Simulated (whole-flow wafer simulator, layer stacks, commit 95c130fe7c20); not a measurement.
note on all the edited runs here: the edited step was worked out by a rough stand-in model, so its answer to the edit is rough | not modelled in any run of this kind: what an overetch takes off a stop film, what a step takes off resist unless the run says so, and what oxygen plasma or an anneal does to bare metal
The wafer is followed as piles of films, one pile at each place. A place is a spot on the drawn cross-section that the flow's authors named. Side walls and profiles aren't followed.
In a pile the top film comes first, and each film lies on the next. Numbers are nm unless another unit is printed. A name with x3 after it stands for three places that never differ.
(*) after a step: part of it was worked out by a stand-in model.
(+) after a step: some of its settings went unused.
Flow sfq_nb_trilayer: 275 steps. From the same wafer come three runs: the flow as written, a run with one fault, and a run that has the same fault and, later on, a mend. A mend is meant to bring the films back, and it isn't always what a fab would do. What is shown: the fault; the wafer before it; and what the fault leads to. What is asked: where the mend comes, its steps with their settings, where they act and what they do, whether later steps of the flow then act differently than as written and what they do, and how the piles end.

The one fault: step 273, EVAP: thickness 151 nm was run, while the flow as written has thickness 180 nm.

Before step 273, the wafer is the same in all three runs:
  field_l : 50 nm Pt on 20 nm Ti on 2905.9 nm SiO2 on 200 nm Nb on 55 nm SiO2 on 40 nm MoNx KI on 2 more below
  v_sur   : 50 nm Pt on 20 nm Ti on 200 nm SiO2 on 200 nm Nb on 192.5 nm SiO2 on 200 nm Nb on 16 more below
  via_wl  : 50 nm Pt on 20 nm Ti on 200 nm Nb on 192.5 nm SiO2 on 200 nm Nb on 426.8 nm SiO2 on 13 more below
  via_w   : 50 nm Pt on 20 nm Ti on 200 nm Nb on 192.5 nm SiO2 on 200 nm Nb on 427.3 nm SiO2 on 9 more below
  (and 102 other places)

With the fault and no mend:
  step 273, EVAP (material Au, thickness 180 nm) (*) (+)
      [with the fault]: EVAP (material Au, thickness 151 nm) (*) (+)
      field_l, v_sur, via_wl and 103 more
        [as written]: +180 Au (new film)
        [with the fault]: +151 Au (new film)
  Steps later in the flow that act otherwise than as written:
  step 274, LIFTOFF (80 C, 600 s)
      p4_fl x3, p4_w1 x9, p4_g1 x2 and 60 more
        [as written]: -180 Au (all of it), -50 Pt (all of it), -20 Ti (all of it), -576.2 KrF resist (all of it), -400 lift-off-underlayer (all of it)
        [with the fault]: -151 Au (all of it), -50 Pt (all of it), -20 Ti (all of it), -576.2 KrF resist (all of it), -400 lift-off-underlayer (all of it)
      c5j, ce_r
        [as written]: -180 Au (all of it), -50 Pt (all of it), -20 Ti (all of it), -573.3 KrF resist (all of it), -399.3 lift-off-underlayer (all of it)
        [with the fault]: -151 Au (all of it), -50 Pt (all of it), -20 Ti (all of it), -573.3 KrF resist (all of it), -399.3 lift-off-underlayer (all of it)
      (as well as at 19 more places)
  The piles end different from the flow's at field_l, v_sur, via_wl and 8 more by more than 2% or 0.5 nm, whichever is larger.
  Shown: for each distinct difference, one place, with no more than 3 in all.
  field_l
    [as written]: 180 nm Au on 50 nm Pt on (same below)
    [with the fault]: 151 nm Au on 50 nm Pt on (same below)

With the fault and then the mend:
  The mend follows step 273.
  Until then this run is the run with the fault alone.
  step 273a, EVAP (material Au, thickness 29 nm) (*) (+) (a further turn of the flow's step 273, with different settings)
      field_l, v_sur, via_wl and 103 more
        +29 Au
  Later steps of the flow that are run all act as written at every place that is followed.
  At every place that both follow, the piles at the end match the flow's.
